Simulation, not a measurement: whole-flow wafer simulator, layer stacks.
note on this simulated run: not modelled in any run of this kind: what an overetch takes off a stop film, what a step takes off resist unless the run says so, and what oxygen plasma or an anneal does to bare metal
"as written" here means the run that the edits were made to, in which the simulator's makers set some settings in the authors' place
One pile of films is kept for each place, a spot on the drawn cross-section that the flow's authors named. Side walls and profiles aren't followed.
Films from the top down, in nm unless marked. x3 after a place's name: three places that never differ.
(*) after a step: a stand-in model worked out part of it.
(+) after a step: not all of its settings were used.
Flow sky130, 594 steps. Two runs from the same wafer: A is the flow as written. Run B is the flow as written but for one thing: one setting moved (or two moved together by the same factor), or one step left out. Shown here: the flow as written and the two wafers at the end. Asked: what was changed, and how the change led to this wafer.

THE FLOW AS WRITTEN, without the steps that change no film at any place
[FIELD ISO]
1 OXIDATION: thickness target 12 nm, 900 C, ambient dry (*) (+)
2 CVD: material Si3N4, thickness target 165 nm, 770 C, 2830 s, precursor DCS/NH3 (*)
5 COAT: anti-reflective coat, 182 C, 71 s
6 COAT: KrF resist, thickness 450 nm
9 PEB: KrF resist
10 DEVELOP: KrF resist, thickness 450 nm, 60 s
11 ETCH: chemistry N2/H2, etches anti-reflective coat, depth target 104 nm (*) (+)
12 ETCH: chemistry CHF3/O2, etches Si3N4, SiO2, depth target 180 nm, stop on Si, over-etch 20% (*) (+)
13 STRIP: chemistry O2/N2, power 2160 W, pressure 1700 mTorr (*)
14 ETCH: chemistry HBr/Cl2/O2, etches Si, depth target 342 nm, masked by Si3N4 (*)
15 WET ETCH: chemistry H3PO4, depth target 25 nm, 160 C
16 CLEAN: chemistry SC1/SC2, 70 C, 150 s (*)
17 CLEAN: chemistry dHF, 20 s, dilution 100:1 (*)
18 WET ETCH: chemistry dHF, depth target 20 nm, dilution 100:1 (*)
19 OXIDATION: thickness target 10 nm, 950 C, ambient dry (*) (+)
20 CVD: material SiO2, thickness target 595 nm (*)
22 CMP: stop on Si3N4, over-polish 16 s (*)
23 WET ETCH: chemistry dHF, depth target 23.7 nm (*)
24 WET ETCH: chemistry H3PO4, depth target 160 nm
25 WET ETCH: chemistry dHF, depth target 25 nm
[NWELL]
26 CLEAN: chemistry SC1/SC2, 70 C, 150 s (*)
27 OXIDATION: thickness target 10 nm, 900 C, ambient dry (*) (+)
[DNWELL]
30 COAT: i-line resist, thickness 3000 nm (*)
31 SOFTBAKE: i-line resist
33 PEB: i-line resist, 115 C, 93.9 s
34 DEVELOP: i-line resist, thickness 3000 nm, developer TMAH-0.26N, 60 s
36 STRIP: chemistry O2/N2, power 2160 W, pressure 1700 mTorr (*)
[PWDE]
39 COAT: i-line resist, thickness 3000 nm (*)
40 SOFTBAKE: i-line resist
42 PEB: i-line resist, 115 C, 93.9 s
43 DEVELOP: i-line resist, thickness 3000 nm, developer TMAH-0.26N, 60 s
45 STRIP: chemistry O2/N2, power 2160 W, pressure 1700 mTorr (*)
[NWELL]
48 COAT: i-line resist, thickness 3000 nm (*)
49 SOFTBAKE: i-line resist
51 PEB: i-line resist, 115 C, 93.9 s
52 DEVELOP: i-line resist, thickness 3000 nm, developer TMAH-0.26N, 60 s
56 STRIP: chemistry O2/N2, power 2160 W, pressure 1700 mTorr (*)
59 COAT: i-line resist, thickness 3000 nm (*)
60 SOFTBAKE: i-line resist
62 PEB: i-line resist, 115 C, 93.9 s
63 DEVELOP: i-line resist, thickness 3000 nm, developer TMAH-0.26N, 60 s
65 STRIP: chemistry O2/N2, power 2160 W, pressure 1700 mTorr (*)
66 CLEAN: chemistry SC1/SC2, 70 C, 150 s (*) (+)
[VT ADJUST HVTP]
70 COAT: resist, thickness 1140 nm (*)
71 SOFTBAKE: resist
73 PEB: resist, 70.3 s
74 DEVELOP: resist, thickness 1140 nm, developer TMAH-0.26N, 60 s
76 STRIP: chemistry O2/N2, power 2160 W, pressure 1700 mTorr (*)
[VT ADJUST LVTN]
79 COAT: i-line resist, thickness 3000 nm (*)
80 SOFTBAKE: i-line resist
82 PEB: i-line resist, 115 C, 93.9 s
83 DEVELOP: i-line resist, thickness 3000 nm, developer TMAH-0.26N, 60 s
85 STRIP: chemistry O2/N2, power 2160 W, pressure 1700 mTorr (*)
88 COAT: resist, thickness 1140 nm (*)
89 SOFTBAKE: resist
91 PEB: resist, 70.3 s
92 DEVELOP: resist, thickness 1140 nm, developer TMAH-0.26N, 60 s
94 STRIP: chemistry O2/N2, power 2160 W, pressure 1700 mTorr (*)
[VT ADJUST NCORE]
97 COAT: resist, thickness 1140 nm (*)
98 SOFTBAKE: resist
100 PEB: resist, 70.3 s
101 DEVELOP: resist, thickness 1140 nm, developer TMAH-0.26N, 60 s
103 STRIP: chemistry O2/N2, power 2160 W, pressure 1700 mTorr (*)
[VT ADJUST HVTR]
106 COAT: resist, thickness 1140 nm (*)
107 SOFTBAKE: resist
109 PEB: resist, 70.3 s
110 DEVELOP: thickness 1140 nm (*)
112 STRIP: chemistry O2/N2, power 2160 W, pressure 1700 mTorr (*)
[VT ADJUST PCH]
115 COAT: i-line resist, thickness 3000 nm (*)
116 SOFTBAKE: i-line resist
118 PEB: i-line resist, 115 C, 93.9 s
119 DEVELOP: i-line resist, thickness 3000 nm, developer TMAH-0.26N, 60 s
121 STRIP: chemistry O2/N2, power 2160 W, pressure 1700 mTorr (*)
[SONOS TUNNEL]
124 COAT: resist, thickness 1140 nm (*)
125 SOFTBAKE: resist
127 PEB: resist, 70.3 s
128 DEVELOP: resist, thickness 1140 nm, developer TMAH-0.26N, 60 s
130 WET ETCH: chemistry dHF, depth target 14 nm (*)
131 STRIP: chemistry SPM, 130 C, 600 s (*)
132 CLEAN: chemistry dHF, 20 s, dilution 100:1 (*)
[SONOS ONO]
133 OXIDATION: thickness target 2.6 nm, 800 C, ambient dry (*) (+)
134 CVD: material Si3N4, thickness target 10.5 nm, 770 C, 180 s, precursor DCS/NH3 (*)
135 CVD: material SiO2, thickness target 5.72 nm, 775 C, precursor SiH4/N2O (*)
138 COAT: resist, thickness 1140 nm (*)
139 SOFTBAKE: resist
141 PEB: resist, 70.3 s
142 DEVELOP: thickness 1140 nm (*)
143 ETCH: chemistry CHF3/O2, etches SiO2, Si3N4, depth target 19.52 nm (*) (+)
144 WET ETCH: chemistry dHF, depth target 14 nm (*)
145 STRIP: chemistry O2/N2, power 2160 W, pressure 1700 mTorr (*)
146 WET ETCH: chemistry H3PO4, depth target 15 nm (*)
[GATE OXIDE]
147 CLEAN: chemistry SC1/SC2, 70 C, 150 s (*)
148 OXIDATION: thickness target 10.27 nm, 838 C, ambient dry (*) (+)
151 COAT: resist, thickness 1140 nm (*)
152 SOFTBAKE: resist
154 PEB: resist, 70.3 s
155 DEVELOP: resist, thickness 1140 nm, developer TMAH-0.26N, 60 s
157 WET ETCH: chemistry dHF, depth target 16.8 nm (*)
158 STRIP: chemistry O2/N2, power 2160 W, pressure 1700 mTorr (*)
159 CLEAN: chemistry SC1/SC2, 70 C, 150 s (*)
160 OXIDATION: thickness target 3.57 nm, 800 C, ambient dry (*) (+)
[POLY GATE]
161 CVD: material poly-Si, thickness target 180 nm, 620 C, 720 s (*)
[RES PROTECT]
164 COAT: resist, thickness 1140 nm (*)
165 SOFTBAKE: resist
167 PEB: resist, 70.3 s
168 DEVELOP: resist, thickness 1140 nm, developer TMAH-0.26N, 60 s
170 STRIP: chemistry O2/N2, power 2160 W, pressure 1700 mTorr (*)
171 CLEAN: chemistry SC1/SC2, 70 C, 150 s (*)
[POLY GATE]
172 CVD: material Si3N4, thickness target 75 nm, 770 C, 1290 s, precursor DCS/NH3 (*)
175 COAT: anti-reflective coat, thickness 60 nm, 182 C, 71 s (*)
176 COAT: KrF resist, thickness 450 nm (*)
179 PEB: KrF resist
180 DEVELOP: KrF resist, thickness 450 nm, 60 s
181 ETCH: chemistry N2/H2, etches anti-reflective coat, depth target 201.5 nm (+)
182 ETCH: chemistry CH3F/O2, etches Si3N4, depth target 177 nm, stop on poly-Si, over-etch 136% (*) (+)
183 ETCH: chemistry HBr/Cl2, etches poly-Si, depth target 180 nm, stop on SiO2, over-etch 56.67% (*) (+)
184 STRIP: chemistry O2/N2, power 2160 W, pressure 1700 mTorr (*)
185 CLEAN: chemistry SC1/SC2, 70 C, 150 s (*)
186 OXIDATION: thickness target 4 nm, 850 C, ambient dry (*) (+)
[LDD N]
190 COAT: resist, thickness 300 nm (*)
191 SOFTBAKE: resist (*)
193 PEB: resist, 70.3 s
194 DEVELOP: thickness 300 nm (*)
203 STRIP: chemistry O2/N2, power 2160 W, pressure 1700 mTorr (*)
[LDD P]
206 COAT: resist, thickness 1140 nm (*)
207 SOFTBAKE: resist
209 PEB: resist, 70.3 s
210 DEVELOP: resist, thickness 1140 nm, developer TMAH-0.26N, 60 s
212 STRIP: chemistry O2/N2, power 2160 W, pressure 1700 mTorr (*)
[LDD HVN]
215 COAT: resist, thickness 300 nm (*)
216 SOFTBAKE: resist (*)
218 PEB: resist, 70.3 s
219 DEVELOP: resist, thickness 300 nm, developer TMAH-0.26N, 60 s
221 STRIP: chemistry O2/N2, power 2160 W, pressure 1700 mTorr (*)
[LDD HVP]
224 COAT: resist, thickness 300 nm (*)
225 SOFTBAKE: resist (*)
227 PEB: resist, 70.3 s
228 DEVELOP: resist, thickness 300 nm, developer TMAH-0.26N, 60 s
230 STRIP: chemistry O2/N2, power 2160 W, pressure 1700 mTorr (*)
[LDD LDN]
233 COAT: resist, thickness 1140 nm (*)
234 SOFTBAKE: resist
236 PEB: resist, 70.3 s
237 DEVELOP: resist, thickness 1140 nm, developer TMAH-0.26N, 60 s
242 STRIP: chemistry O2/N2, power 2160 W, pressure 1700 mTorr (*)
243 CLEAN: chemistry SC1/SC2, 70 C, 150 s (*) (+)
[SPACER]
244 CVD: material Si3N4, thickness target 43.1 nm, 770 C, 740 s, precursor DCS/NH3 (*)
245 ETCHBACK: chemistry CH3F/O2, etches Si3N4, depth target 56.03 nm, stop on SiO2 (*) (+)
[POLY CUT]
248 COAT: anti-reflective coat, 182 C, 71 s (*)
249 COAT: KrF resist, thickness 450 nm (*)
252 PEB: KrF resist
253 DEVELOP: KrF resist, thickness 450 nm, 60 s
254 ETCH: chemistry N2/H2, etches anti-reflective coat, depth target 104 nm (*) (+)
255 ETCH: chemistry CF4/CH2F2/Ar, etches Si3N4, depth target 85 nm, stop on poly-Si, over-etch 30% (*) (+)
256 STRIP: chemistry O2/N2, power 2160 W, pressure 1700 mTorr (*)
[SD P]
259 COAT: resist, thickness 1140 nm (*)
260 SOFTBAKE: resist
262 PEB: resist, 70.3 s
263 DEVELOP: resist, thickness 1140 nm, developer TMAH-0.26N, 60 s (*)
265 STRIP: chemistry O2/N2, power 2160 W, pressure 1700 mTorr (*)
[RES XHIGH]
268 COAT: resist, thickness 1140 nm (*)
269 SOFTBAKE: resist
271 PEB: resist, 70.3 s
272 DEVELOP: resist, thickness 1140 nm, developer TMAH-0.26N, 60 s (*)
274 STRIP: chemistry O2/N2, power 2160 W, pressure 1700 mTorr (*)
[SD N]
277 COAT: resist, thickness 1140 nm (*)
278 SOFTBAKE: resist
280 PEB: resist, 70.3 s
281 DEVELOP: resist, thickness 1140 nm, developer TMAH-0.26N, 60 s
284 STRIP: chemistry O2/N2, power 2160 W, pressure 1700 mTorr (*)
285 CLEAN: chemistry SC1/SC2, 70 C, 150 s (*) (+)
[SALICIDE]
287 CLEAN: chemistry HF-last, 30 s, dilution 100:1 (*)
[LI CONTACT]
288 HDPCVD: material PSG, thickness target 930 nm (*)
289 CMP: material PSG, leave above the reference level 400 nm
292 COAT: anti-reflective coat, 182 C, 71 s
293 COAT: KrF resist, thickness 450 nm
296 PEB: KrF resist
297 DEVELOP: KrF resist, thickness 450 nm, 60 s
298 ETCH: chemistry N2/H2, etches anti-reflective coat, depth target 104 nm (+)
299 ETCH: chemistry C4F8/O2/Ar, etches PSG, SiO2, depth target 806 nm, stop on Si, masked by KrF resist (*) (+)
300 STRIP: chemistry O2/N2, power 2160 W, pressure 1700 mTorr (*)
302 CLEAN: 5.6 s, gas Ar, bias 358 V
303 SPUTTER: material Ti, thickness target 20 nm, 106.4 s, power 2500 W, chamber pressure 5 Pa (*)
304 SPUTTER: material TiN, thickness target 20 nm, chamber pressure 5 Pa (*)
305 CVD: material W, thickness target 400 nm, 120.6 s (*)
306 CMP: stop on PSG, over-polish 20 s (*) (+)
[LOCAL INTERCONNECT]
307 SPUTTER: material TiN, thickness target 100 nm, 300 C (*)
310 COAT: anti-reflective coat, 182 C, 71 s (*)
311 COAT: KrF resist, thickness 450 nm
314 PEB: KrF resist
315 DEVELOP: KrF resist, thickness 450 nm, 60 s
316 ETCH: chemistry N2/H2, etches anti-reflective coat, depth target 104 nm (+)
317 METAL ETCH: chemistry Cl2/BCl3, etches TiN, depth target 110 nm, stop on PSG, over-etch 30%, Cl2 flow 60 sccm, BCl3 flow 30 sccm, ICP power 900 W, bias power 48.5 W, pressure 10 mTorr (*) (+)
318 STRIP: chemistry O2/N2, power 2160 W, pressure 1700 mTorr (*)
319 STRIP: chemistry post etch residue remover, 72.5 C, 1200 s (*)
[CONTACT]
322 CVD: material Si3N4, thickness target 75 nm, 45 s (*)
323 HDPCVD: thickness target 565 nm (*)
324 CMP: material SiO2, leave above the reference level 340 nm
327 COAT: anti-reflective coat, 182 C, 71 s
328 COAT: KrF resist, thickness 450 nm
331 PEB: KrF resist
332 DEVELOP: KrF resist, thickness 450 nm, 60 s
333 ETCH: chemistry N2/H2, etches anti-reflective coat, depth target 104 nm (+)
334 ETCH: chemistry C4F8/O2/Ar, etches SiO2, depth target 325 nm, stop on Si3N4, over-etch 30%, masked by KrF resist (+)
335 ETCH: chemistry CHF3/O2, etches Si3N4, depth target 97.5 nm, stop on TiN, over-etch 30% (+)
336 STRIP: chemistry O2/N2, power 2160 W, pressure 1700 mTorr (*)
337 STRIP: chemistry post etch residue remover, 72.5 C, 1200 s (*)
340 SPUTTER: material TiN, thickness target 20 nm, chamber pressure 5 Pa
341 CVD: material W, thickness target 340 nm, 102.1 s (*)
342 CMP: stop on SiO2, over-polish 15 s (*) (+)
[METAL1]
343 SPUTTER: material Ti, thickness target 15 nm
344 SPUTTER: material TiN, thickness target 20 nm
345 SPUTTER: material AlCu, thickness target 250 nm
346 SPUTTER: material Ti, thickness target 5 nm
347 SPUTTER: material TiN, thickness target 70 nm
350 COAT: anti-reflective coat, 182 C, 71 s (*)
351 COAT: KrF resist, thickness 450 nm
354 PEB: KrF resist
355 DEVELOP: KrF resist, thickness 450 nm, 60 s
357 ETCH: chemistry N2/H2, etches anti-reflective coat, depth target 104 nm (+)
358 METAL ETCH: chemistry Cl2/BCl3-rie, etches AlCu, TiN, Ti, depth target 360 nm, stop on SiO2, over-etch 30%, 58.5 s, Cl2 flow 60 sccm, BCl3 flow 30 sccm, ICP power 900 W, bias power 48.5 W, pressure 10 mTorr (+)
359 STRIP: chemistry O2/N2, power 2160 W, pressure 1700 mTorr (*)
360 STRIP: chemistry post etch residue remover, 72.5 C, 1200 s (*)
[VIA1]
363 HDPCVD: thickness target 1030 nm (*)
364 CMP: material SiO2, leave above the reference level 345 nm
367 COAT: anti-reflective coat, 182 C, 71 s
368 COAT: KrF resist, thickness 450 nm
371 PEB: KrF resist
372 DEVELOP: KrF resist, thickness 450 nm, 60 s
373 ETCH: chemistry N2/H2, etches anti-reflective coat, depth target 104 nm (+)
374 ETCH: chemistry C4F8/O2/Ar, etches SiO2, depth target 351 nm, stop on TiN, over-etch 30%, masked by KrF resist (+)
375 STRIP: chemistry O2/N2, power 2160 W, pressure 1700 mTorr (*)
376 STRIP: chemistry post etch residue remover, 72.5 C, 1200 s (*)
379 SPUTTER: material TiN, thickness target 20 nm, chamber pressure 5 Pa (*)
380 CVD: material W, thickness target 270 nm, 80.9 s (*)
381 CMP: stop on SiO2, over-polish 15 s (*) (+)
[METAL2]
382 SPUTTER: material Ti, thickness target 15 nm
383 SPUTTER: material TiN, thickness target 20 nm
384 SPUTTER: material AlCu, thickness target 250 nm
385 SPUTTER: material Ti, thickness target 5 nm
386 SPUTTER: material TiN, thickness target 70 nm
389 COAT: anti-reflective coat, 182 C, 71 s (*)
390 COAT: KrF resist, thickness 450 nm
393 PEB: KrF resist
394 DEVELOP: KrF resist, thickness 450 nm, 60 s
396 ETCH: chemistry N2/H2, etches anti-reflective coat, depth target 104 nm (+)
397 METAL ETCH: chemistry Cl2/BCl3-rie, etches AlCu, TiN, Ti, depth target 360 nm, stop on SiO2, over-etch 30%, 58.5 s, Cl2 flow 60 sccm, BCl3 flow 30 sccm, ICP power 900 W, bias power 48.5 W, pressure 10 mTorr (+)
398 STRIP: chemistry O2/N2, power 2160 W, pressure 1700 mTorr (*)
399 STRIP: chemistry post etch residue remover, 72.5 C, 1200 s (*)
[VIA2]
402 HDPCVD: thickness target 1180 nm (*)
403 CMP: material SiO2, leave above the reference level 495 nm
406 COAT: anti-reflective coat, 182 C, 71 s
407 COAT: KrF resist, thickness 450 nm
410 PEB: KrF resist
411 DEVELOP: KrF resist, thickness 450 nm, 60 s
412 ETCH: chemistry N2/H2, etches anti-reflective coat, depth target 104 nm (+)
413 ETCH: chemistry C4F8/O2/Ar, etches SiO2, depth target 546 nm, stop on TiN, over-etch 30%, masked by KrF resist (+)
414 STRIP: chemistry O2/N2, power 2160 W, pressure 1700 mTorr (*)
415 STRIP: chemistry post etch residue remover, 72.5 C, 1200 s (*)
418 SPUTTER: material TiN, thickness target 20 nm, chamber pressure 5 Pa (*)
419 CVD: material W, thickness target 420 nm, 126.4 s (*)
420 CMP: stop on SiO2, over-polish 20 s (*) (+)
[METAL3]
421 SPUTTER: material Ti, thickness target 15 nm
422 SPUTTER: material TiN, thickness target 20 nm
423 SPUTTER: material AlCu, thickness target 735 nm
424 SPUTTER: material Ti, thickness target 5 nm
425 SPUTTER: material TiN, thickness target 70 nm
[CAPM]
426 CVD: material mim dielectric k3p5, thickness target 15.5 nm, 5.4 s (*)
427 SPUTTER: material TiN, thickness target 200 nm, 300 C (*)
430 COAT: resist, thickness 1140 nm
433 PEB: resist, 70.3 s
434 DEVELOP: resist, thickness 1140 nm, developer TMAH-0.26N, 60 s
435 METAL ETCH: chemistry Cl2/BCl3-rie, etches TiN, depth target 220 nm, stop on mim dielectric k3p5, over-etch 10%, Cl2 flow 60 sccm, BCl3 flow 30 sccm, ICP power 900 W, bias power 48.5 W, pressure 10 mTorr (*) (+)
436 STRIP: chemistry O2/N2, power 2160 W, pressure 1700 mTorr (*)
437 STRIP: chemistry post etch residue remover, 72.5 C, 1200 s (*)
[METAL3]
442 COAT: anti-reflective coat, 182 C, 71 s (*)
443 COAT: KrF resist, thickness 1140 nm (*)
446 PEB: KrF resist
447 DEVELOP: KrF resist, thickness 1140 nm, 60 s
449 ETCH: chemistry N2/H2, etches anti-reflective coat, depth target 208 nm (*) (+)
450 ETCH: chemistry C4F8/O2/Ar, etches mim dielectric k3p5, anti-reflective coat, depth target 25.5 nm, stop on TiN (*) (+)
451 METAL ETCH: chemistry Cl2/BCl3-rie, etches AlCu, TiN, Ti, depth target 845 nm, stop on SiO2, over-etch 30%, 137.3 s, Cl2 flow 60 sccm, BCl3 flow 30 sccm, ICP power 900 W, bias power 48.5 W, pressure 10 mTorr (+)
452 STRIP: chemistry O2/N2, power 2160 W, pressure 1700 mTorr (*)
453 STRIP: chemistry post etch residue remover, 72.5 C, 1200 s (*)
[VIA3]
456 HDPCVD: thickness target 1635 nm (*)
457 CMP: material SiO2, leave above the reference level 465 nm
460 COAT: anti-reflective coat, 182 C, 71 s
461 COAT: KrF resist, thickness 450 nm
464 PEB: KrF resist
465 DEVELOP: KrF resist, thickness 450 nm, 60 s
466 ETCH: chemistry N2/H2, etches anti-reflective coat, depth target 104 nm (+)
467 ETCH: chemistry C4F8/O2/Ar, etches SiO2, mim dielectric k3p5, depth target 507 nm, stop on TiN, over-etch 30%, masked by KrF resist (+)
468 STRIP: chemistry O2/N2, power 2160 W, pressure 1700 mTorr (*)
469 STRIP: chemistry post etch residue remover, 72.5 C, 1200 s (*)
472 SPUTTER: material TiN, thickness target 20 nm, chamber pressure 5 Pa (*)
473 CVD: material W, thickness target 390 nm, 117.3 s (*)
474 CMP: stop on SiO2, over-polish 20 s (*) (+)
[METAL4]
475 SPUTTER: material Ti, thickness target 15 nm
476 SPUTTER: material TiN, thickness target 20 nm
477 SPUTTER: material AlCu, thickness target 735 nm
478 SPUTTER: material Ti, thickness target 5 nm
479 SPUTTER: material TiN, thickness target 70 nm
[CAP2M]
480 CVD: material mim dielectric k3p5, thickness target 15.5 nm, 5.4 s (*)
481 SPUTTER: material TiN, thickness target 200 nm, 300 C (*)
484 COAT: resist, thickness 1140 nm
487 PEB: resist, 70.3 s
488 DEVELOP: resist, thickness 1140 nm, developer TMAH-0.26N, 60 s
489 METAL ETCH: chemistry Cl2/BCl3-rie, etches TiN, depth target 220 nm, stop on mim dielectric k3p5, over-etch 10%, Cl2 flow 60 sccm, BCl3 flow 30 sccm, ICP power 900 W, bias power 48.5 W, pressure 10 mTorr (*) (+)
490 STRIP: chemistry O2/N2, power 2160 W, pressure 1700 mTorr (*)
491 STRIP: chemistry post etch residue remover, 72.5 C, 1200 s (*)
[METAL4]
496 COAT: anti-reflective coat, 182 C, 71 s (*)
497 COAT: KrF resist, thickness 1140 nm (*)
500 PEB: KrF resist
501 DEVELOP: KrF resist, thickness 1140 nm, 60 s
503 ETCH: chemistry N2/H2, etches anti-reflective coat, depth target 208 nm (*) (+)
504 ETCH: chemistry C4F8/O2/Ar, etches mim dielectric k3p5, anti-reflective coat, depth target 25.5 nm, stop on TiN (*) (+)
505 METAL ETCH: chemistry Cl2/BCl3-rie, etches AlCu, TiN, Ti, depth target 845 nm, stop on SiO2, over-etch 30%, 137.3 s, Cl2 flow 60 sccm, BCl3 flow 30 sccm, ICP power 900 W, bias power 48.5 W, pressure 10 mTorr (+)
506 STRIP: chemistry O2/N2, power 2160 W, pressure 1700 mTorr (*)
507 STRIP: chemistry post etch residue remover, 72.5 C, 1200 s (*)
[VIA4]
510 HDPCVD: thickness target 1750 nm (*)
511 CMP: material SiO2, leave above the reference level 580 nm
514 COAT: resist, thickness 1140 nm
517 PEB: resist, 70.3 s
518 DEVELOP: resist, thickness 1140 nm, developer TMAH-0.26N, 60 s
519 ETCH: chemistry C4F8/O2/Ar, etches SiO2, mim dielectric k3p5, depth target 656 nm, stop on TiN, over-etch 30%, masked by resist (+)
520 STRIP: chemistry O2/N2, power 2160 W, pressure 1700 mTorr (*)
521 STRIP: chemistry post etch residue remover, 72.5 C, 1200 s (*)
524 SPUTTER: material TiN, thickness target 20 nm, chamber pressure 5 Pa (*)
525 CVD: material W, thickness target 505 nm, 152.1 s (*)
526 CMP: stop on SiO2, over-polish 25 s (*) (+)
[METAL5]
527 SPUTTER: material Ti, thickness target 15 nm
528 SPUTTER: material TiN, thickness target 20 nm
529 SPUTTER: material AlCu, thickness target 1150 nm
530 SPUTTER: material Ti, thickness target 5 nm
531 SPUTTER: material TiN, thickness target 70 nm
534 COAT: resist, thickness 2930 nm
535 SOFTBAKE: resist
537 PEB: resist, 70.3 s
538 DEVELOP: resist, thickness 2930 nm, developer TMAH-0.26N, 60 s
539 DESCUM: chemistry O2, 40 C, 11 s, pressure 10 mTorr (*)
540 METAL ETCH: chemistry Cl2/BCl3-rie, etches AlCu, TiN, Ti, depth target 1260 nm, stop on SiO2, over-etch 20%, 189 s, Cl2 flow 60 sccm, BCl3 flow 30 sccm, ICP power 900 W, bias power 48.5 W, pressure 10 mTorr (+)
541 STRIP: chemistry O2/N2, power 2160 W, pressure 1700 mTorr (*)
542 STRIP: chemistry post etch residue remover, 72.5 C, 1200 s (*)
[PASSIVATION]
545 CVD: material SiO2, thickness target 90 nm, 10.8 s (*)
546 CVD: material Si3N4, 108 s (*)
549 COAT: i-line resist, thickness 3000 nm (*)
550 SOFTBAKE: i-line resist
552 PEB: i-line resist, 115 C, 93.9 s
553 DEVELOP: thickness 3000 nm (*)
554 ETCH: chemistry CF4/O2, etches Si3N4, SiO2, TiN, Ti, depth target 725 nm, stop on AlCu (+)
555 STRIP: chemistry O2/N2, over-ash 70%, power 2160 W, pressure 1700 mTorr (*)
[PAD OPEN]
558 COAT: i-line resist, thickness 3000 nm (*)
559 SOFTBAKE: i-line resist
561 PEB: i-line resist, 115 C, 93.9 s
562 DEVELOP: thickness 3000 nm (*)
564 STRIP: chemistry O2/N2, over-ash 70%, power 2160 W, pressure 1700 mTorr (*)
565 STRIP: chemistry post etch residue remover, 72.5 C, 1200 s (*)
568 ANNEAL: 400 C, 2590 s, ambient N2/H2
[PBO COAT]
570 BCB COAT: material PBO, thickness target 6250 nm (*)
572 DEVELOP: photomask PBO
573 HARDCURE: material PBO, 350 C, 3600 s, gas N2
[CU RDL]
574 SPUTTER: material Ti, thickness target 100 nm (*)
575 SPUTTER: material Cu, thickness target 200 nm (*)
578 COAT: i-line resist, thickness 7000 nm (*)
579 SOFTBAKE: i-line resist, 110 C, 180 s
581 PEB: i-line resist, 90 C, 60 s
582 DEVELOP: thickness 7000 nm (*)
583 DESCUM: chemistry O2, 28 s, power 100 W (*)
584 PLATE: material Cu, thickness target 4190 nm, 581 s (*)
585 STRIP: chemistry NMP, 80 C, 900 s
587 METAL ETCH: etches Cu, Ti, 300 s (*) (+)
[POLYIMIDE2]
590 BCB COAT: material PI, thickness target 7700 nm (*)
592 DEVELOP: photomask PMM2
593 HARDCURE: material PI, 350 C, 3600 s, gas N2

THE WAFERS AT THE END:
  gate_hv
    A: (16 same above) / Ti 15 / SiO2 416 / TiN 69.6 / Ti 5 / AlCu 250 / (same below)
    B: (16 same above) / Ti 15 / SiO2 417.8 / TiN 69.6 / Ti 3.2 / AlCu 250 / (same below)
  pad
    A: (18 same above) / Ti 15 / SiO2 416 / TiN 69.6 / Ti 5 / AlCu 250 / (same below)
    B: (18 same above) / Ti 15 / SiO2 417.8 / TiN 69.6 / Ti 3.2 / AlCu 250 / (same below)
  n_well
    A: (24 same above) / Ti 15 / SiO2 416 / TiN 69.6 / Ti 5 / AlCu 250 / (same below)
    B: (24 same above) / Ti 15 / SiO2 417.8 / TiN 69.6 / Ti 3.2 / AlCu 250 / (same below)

The cause: step 385, SPUTTER: thickness target 3.2 nm was run, where the flow has thickness target 5 nm.
It can be read off the wafer: gate_hv has Ti 3.2, and step 385 as written asks for 5 nm.

How the change led to this, step by step:
  385 SPUTTER: material Ti, thickness target 5 nm
      field, active, n_well and 188 more: A Ti +5 (new film) | B Ti +3.2 (new film)
  397 METAL ETCH: chemistry Cl2/BCl3-rie, etches AlCu, TiN, Ti, depth target 360 nm, stop on SiO2, over-etch 30%, 58.5 s, Cl2 flow 60 sccm, BCl3 flow 30 sccm, ICP power 900 W, bias power 48.5 W, pressure 10 mTorr (+)
      field, active, gate and 82 more: A TiN -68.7 (all of it), Ti -5 (all of it), AlCu -250 (all of it), TiN -20 (all of it), Ti -15 (all of it), SiO2 -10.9 | B TiN -68.7 (all of it), Ti -3.2 (all of it), AlCu -250 (all of it), TiN -20 (all of it), Ti -15 (all of it), SiO2 -11.1
